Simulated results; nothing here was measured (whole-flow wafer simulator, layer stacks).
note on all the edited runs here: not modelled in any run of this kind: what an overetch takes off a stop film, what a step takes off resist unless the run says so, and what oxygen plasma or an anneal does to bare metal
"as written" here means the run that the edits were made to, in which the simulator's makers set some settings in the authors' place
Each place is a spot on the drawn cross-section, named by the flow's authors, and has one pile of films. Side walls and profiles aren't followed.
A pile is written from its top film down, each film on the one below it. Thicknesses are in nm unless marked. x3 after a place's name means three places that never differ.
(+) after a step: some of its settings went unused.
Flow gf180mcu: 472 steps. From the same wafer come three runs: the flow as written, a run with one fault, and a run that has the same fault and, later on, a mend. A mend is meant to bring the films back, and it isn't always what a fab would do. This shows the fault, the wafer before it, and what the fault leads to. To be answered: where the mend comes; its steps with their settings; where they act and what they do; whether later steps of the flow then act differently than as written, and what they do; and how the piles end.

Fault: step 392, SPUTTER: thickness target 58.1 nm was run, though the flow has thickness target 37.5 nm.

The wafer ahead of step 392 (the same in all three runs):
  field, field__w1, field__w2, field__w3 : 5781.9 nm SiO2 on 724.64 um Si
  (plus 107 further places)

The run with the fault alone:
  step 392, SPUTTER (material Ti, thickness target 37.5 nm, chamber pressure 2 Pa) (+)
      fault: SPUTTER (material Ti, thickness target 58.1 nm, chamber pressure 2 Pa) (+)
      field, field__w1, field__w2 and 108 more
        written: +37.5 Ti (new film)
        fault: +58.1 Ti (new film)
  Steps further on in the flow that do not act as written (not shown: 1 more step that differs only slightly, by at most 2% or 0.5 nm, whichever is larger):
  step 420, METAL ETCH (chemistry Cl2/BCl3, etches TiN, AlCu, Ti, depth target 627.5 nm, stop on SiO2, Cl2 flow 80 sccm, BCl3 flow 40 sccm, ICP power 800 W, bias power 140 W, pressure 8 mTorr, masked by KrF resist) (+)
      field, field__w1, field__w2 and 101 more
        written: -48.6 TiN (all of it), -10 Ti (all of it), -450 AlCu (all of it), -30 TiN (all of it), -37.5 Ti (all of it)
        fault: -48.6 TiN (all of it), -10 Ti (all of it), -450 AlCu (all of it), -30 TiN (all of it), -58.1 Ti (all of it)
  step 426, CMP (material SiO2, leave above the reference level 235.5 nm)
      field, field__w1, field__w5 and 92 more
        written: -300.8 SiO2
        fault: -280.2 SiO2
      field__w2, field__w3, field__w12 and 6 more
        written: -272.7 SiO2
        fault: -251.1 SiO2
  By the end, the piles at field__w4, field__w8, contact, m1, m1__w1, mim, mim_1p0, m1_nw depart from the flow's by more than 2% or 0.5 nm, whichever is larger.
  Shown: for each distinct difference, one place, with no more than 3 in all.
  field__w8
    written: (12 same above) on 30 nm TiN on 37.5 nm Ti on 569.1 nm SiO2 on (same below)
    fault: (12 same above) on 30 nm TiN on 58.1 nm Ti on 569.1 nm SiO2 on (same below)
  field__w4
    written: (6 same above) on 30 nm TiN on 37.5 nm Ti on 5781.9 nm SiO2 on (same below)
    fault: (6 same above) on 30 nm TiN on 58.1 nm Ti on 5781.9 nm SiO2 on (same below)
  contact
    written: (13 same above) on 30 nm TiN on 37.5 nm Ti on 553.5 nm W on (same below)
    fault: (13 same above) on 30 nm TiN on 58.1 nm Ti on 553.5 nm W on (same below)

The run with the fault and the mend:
  After step 392 comes the mend.
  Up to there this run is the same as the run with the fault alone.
  step 392a, METAL ETCH (chemistry Cl2/BCl3, etches TiN, AlCu, Ti, depth target 20.6 nm, Cl2 flow 80 sccm, BCl3 flow 40 sccm, ICP power 800 W, bias power 140 W, pressure 8 mTorr) (the flow's step 260, run once more with other settings)
      field, field__w1, field__w2 and 108 more
        -20.6 Ti
  None of the later steps of the flow acts differently than as written at any place that is followed.
  The piles end the same as the flow's at every place that both follow.
